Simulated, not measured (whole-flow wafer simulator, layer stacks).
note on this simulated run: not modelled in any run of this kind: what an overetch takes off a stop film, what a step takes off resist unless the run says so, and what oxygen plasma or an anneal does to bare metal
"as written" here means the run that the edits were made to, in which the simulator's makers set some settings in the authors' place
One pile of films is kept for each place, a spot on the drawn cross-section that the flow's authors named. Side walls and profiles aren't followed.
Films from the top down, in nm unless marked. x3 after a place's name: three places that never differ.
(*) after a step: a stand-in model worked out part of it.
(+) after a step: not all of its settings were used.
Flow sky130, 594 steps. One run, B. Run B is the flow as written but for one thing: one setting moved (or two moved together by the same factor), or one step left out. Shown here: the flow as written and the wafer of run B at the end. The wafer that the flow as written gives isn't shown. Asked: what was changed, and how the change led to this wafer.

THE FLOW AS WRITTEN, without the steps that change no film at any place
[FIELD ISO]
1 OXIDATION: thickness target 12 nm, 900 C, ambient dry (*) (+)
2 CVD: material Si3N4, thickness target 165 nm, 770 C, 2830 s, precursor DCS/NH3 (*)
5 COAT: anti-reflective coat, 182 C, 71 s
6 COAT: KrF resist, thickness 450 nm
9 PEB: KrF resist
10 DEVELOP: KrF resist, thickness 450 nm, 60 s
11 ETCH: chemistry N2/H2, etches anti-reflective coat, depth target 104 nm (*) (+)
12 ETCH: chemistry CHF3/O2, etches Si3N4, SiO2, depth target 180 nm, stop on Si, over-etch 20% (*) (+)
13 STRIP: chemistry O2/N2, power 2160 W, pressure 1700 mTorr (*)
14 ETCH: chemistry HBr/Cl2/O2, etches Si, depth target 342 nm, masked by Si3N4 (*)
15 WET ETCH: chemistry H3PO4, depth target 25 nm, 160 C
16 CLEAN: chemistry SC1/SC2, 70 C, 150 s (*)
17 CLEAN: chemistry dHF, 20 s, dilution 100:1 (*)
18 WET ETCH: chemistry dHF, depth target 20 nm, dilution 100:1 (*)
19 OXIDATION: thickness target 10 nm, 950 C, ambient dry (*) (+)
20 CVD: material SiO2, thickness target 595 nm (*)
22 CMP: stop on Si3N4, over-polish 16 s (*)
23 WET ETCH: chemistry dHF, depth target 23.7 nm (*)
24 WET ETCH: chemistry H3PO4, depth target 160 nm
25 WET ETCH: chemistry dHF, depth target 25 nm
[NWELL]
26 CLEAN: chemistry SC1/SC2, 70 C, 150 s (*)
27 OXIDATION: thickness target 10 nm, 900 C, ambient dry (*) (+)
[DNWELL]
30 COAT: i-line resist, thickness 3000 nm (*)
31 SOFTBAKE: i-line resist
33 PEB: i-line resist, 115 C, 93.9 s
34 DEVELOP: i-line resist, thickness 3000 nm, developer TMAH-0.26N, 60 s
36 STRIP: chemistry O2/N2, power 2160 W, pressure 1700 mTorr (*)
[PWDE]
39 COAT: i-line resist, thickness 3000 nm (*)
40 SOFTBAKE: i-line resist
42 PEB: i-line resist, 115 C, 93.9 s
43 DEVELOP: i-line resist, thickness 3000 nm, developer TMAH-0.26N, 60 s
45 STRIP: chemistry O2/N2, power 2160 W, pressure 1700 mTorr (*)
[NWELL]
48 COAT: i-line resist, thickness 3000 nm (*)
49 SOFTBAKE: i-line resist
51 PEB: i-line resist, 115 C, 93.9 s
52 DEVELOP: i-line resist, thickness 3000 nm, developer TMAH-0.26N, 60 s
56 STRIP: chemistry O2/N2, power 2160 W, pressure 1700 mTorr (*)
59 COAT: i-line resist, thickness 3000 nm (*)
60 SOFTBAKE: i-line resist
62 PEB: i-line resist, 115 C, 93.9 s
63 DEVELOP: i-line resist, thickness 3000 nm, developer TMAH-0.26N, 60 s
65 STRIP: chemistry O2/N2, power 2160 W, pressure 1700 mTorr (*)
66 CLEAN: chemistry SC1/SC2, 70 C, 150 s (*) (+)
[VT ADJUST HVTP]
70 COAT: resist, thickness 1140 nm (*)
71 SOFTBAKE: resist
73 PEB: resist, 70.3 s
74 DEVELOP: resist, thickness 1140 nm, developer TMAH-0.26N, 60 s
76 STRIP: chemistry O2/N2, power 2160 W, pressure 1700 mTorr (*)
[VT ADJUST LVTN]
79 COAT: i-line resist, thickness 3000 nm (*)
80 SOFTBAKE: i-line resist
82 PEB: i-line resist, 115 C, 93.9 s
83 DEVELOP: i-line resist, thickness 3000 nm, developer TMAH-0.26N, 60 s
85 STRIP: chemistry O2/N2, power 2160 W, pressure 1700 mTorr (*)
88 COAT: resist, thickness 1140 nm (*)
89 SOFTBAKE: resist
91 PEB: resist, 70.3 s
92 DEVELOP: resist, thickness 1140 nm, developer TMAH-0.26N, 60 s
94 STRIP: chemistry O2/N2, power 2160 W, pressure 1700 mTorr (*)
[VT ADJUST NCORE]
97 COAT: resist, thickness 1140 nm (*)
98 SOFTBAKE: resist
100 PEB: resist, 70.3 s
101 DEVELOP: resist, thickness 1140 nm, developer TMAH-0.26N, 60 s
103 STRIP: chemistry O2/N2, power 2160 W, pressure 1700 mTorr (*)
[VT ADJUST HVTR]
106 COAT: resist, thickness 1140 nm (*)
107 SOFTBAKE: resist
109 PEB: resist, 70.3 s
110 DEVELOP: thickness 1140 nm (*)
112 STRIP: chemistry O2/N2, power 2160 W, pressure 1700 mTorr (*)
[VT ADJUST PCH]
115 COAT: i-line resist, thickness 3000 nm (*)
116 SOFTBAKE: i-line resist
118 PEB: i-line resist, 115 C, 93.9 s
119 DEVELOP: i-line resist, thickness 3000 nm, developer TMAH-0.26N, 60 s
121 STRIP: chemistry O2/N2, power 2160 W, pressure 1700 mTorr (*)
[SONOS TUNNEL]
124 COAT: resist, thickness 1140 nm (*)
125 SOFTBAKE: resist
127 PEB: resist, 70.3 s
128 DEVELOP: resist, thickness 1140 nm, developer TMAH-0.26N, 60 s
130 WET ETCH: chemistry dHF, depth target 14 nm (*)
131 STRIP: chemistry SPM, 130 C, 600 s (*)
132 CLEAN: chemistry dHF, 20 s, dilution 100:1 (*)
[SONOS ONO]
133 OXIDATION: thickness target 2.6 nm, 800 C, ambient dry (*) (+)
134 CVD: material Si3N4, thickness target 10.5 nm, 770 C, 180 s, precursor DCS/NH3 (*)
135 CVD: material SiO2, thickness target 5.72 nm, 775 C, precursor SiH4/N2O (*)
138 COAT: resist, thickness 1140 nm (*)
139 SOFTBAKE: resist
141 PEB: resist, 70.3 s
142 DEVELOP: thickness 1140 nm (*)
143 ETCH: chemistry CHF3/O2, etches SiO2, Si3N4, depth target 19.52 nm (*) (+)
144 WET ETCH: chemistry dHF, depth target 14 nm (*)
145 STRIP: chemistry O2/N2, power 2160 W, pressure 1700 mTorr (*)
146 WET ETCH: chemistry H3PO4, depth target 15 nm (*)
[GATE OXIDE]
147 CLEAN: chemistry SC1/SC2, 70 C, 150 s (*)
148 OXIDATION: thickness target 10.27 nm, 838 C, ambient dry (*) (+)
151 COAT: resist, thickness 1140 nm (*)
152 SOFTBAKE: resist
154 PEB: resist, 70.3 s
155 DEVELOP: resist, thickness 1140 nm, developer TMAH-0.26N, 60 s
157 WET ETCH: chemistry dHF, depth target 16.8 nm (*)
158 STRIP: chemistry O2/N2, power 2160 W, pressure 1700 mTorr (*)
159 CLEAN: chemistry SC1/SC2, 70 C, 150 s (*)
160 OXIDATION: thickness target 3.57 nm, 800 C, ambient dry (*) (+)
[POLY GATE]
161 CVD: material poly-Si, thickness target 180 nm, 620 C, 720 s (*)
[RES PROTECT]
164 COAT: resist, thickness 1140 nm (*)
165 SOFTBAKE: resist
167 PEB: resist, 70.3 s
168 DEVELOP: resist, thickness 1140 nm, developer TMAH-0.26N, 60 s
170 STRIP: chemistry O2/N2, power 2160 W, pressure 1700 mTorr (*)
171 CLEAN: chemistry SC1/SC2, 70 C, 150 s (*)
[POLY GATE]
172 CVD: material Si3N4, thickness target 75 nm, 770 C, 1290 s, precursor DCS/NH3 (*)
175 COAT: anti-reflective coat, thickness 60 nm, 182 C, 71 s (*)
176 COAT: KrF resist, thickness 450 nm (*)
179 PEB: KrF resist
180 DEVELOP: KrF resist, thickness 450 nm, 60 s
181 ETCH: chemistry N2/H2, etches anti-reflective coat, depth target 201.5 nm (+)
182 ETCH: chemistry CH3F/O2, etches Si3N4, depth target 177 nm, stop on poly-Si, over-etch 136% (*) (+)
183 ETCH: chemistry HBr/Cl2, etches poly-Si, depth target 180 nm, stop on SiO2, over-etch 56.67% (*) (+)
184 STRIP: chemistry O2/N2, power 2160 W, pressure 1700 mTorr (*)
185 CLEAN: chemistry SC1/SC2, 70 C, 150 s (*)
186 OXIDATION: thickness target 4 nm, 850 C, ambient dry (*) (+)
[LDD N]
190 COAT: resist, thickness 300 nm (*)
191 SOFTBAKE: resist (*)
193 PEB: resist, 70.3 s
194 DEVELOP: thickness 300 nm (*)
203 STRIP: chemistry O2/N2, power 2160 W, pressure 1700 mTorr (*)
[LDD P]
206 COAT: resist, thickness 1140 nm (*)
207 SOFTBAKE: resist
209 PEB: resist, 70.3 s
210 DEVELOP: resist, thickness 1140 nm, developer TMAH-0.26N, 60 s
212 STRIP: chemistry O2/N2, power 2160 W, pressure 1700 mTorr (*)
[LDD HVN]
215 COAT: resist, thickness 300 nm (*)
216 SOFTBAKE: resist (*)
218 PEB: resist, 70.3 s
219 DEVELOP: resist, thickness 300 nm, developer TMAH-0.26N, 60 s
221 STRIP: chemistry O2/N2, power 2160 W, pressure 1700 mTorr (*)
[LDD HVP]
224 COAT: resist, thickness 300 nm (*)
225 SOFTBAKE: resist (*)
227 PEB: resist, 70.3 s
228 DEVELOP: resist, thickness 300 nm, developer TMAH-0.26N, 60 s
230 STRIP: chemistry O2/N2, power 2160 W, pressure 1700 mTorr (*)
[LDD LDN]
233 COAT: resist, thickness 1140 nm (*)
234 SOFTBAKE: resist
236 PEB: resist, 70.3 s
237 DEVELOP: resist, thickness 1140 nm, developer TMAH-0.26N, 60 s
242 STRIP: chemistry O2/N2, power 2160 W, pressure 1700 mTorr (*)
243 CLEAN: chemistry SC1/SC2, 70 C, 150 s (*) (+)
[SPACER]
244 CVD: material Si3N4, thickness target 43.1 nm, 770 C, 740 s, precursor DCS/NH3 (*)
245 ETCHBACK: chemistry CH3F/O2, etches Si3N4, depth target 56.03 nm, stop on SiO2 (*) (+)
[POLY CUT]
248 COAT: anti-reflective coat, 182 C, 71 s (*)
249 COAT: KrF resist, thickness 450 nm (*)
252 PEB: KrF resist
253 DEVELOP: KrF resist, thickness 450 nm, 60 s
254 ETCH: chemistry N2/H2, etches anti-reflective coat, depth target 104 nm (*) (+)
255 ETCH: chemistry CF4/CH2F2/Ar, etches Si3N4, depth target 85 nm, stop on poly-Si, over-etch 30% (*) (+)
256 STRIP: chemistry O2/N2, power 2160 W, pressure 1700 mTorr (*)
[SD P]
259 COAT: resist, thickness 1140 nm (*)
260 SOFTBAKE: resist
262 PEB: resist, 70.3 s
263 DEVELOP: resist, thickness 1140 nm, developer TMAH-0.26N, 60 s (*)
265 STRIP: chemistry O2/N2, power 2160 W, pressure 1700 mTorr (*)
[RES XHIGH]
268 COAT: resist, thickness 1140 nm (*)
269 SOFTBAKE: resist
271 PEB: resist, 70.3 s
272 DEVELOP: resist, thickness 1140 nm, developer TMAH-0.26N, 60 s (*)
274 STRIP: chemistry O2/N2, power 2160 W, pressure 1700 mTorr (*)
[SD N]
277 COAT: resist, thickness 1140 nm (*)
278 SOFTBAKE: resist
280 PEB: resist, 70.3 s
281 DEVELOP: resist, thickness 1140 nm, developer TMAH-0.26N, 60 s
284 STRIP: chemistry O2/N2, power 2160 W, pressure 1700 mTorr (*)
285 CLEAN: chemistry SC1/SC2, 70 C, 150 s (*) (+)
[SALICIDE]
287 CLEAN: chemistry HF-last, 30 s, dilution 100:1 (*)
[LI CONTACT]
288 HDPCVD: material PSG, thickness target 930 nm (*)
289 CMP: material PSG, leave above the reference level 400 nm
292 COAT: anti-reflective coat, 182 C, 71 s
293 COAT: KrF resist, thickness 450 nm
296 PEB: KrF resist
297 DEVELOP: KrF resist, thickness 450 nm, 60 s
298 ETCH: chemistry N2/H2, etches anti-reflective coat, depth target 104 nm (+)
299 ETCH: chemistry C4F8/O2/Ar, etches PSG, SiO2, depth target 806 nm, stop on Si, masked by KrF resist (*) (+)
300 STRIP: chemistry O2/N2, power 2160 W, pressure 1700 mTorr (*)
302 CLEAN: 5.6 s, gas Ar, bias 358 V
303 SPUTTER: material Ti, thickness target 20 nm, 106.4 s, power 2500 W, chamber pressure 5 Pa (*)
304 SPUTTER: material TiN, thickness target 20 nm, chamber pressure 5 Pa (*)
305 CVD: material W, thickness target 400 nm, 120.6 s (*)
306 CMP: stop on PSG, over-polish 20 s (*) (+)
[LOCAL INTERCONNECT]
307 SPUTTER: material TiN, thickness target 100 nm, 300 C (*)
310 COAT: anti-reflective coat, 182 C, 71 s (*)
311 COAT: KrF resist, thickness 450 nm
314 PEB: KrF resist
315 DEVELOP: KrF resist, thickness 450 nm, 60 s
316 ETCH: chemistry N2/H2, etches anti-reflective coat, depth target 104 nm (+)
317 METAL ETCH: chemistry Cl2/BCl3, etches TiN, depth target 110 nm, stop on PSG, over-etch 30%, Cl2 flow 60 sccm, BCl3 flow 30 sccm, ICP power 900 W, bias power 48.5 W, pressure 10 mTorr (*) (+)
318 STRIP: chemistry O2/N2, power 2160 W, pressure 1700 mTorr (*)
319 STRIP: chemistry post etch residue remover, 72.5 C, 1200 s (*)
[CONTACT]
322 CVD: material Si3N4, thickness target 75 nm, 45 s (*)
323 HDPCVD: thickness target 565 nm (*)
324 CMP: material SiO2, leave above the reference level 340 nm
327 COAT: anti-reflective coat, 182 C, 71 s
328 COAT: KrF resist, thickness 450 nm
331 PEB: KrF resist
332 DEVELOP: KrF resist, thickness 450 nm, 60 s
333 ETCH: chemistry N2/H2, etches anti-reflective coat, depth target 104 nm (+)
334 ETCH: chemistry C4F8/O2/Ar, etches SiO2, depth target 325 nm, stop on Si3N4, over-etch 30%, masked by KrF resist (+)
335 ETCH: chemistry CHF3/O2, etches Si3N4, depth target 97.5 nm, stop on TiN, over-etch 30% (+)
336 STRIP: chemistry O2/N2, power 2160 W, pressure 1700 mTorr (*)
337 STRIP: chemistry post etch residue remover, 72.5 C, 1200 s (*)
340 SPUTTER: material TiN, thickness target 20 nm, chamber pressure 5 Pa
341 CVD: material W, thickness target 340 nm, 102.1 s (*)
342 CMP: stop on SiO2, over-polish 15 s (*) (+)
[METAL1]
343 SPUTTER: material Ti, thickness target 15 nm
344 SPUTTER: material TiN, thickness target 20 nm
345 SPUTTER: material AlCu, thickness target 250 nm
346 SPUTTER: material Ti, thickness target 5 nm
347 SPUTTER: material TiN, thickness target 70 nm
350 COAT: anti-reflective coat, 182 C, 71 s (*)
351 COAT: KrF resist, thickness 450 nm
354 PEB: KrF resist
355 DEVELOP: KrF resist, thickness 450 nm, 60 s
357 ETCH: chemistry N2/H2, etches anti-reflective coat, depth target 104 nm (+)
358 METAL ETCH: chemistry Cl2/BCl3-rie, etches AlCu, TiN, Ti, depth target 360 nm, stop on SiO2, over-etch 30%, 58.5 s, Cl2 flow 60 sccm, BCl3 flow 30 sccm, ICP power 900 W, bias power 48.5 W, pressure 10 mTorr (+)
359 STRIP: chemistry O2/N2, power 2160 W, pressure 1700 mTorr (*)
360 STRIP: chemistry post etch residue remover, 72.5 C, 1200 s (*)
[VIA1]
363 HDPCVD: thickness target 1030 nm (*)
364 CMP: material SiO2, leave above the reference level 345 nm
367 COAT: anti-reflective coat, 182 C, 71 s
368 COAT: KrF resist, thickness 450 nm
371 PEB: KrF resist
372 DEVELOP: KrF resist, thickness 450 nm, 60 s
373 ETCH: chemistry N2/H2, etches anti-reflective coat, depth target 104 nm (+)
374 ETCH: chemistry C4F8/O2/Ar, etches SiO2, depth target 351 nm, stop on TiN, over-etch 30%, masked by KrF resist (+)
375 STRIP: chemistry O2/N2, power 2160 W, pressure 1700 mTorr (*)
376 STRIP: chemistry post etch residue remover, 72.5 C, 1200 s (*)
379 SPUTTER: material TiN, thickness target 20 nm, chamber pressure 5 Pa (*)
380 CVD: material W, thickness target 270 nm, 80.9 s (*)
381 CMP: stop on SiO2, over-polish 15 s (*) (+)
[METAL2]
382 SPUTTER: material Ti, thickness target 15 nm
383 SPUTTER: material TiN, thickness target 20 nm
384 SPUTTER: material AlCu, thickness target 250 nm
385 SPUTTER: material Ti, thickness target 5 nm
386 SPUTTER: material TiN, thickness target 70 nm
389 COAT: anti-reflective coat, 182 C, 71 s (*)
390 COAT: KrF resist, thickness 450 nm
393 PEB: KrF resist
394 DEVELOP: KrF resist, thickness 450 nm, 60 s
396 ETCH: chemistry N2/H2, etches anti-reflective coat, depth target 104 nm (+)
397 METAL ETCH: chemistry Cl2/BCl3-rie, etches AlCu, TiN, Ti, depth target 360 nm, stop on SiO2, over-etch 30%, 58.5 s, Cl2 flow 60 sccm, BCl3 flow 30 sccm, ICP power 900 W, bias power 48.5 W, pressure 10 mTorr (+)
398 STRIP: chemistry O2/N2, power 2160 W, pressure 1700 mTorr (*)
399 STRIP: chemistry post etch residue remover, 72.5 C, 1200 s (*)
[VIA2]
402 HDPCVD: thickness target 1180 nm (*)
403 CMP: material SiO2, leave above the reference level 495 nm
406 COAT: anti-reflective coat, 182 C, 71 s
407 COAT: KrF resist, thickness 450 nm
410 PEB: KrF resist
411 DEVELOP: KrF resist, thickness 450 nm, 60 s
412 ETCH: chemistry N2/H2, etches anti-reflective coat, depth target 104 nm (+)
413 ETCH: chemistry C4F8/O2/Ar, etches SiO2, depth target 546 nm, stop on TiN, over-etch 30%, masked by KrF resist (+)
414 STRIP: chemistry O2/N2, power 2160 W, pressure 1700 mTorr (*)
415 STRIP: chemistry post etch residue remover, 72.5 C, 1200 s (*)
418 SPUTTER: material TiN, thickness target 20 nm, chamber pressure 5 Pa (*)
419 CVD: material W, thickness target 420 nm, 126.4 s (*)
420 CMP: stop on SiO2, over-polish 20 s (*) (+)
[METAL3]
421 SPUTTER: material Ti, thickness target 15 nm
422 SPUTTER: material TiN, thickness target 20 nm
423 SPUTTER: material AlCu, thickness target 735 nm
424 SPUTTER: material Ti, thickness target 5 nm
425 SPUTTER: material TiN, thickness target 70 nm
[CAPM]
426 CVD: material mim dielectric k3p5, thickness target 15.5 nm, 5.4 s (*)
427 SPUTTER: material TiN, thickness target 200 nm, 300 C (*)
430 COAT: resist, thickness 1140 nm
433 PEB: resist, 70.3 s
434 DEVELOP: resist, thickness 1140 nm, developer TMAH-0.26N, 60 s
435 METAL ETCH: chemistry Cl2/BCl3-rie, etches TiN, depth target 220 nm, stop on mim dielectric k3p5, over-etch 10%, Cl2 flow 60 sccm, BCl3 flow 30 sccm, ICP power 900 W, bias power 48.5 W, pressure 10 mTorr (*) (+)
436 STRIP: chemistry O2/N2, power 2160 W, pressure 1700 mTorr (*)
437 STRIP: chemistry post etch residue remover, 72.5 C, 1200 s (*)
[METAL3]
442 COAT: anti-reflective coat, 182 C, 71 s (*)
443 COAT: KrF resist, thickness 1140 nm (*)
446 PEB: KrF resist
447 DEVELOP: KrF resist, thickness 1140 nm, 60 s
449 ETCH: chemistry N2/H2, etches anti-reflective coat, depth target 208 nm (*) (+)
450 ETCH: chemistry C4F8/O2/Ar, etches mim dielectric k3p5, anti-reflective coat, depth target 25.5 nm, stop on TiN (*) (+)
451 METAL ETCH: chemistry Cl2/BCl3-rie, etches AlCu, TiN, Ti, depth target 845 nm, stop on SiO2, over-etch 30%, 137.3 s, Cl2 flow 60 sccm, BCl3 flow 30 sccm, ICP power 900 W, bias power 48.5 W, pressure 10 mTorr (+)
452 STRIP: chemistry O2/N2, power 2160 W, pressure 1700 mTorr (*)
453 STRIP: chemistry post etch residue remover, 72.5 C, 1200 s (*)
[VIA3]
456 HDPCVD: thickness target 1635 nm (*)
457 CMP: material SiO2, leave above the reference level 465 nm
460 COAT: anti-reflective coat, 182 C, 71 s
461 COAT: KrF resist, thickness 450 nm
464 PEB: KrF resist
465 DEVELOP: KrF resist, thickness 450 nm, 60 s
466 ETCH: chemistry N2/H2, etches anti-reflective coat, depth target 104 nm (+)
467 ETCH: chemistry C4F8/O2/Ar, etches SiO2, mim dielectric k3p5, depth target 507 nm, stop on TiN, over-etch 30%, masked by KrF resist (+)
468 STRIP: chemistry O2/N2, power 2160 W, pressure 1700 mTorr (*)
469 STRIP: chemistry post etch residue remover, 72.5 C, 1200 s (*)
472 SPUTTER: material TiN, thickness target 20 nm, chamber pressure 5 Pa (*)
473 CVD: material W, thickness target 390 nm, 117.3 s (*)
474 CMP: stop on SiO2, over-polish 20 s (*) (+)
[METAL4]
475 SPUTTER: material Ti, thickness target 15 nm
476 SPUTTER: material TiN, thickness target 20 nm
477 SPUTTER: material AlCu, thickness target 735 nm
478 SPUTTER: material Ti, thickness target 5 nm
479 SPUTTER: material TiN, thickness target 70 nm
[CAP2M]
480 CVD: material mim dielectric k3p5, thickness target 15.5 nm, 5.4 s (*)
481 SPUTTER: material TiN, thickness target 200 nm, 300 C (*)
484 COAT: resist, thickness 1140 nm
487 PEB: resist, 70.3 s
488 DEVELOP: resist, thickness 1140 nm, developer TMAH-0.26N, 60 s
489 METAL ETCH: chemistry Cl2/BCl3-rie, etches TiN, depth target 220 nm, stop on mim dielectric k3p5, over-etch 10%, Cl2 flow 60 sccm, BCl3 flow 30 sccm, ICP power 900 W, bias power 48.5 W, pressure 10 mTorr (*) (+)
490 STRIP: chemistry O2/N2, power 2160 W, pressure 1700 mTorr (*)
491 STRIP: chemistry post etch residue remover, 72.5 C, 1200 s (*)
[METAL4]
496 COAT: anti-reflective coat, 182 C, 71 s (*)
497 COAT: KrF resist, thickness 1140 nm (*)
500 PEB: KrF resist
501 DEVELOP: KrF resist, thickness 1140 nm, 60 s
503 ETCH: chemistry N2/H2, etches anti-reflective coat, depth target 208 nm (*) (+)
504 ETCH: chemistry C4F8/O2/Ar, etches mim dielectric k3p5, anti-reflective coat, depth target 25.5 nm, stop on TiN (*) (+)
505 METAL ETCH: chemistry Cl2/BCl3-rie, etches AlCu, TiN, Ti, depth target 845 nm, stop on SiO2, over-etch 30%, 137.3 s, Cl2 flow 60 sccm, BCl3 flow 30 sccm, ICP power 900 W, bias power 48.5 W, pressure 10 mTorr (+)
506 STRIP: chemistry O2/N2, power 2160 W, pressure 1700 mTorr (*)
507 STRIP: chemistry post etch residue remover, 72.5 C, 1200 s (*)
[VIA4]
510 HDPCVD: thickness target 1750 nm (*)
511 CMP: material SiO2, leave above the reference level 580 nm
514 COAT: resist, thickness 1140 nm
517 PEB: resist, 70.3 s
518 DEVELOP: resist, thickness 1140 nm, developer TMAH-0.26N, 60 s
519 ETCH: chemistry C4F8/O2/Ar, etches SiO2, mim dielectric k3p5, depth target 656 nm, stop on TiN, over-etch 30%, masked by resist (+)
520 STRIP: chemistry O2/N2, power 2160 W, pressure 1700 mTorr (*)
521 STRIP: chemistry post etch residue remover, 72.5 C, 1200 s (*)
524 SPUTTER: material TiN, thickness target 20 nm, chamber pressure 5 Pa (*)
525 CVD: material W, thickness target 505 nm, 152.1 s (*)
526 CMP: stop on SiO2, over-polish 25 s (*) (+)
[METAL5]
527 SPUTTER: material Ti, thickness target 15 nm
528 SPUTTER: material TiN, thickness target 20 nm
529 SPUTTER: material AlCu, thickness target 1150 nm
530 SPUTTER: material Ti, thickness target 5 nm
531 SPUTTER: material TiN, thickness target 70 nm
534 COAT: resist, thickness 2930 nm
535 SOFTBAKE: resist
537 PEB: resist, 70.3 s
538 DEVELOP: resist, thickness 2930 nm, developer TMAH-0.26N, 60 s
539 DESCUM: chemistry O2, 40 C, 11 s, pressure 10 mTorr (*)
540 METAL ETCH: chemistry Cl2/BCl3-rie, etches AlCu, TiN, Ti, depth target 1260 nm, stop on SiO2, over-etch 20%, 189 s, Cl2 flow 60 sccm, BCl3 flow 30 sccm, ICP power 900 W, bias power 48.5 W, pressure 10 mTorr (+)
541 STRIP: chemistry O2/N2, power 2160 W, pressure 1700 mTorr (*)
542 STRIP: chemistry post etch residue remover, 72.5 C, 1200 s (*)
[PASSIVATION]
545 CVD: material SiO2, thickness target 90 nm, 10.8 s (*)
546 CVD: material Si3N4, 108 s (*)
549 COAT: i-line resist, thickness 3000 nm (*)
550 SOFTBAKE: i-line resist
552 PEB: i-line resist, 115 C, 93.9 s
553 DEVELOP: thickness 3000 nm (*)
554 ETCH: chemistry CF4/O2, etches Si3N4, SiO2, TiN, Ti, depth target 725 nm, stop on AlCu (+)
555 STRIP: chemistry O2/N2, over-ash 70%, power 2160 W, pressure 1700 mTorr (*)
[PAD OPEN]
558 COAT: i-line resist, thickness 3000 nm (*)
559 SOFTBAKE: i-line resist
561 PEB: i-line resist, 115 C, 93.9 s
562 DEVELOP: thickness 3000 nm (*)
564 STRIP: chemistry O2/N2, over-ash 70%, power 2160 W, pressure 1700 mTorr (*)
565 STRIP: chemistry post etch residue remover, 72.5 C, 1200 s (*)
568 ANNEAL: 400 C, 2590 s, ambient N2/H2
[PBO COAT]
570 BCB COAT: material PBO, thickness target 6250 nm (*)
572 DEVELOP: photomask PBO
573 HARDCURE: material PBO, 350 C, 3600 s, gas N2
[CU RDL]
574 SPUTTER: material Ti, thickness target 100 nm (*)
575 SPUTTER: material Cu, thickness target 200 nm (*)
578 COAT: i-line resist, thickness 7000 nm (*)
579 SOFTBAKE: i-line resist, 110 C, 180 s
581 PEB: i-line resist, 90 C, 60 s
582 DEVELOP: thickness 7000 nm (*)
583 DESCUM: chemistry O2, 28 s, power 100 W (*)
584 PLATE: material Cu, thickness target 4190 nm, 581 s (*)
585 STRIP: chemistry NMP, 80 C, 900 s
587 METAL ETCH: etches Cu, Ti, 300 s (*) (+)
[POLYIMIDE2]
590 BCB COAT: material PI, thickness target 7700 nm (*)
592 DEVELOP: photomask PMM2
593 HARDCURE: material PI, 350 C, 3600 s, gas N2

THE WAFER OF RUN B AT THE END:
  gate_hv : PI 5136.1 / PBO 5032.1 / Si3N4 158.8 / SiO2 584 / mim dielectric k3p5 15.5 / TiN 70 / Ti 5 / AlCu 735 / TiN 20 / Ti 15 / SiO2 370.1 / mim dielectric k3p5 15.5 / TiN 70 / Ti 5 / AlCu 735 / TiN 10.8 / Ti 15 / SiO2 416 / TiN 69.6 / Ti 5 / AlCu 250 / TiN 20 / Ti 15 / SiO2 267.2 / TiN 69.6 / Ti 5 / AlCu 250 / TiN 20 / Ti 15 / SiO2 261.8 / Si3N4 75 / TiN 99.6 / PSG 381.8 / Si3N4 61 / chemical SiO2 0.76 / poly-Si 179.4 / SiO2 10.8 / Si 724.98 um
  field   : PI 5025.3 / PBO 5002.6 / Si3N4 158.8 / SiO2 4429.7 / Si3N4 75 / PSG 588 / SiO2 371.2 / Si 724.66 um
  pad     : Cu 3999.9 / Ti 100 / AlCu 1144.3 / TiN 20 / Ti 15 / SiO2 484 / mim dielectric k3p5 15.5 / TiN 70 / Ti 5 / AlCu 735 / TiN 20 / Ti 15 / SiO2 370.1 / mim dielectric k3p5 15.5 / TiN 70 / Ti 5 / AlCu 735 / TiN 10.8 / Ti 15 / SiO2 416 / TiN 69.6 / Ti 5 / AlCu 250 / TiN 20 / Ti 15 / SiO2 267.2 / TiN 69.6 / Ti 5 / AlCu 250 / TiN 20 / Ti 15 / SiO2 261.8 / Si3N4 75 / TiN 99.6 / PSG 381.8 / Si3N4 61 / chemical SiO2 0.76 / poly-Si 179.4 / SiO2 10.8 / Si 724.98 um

The cause: step 422, SPUTTER: thickness target 10.8 nm was run, where the flow has thickness target 20 nm.
It can be read off the wafer: gate_hv has TiN 10.8, and step 422 as written asks for 20 nm.

How the change led to this, step by step:
  422 SPUTTER: material TiN, thickness target 20 nm
      field, active, n_well and 188 more: TiN +10.8 (new film) (as written it would be: TiN +20 (new film))
  451 METAL ETCH: chemistry Cl2/BCl3-rie, etches AlCu, TiN, Ti, depth target 845 nm, stop on SiO2, over-etch 30%, 137.3 s, Cl2 flow 60 sccm, BCl3 flow 30 sccm, ICP power 900 W, bias power 48.5 W, pressure 10 mTorr (+)
      field, gate, spacer and 68 more: TiN -70 (all of it), Ti -5 (all of it), AlCu -735 (all of it), TiN -10.8 (all of it), Ti -15 (all of it), SiO2 -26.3 (as written it would be: TiN -70 (all of it), Ti -5 (all of it), AlCu -735 (all of it), TiN -20 (all of it), Ti -15 (all of it), SiO2 -25.4)
      active, vpp_ln, vpp_iso2 and 11 more: TiN -70 (all of it), Ti -5 (all of it), AlCu -735 (all of it), TiN -10.8 (all of it), Ti -15 (all of it), SiO2 -26.3 (as written it would be: TiN -70 (all of it), Ti -5 (all of it), AlCu -735 (all of it), TiN -20 (all of it), Ti -15 (all of it), SiO2 -25.3)
  457 CMP: material SiO2, leave above the reference level 465 nm
      field, active, gate and 82 more: SiO2 -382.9 (as written it would be: SiO2 -374.7)
